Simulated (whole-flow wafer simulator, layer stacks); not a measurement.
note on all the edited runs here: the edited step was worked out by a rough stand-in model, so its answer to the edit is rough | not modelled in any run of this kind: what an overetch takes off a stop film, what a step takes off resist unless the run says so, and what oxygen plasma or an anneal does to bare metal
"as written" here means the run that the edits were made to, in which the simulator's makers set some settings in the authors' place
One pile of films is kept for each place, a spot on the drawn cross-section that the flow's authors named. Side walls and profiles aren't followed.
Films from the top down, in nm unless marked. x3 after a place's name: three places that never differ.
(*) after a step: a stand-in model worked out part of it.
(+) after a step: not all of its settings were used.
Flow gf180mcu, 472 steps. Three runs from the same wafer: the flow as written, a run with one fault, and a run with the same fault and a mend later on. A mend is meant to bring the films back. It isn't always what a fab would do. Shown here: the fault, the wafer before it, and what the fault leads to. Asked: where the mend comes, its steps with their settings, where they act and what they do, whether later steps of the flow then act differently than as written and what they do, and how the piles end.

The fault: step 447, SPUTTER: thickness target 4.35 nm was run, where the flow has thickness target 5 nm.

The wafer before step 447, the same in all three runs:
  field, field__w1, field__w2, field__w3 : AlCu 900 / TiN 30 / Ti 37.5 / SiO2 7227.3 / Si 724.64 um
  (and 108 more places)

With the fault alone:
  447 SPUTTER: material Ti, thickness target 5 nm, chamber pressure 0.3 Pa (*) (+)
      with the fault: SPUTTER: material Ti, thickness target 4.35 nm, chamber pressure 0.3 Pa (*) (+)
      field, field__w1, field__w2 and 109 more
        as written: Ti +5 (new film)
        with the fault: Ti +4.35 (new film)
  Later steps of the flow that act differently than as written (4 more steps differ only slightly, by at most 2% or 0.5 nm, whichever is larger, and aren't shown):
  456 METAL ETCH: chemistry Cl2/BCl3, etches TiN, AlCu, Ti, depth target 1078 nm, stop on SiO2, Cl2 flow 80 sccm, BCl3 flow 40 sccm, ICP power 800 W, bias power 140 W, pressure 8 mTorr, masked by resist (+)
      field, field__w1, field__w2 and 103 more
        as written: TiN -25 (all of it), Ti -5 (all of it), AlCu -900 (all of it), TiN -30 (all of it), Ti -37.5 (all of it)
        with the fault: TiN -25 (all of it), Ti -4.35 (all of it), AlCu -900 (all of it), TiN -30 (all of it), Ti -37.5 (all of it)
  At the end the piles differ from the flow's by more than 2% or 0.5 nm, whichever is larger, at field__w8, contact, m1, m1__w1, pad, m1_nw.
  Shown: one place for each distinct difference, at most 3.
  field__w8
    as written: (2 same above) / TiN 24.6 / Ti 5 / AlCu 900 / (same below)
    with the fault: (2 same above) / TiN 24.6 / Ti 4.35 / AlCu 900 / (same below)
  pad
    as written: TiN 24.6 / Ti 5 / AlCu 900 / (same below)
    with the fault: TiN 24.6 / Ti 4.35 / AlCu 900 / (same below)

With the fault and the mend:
  The mend comes after step 447.
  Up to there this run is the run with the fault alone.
  447a SPUTTER: material Ti, thickness target 0.65 nm, chamber pressure 0.3 Pa (*) (+) (the flow's step 447 once more, with other settings)
      field, field__w1, field__w2 and 109 more
        Ti +0.65
  No later step of the flow acts differently than as written at any place that is followed.
  At the end the piles are the same as the flow's at every place that both follow.
